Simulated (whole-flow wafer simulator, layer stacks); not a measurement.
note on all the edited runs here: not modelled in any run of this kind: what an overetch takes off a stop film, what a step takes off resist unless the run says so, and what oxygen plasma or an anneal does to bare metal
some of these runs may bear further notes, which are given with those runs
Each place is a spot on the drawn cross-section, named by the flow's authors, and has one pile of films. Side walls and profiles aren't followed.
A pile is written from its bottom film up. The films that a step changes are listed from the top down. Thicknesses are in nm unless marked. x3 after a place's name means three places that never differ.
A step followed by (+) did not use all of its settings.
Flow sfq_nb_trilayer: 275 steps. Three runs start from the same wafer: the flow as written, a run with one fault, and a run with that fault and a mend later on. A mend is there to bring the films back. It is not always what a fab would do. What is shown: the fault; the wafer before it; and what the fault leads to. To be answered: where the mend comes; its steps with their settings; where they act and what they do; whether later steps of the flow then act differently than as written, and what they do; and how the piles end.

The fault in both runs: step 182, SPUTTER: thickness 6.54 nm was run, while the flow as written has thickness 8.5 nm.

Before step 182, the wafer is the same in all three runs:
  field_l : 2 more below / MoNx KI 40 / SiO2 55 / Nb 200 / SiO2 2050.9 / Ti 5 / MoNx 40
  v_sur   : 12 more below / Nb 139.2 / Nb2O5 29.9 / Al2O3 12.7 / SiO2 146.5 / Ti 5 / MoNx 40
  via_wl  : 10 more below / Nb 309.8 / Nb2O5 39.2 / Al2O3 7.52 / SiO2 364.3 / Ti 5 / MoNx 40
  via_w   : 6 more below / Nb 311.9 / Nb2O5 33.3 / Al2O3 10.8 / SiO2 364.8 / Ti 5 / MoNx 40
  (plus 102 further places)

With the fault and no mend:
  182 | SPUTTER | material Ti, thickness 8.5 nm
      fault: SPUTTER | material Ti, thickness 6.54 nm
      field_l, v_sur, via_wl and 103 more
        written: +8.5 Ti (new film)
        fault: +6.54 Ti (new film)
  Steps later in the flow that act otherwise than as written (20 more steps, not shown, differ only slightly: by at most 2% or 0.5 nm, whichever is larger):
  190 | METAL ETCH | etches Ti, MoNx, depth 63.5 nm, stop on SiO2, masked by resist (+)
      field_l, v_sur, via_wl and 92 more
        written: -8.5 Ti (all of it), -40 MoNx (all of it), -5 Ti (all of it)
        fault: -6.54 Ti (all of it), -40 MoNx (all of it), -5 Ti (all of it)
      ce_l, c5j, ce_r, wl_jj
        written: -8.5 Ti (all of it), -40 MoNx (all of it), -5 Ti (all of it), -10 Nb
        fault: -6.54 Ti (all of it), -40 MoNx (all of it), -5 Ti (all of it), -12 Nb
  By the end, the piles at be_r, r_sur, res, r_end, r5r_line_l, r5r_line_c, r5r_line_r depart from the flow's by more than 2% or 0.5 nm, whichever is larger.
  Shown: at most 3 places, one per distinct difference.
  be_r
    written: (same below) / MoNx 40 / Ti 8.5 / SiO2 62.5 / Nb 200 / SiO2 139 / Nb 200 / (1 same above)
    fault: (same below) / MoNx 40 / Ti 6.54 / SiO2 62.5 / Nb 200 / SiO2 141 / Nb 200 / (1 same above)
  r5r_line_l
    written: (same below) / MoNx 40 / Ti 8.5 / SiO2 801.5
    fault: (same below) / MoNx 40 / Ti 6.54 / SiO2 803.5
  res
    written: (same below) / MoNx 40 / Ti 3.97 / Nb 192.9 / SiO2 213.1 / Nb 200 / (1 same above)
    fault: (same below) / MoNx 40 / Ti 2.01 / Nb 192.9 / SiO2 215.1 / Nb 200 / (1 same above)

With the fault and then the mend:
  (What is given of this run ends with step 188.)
  The mend stands after step 182.
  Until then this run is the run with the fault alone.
  182a | SPUTTER | material Ti, thickness 1.96 nm (a further turn of the flow's step 182, with different settings)
      field_l, v_sur, via_wl and 103 more
        +1.96 Ti
  Later steps of the flow up to step 188 that are run all act as written at every place that is followed.
  The piles after step 188 are the same as the flow's at every place that both follow.
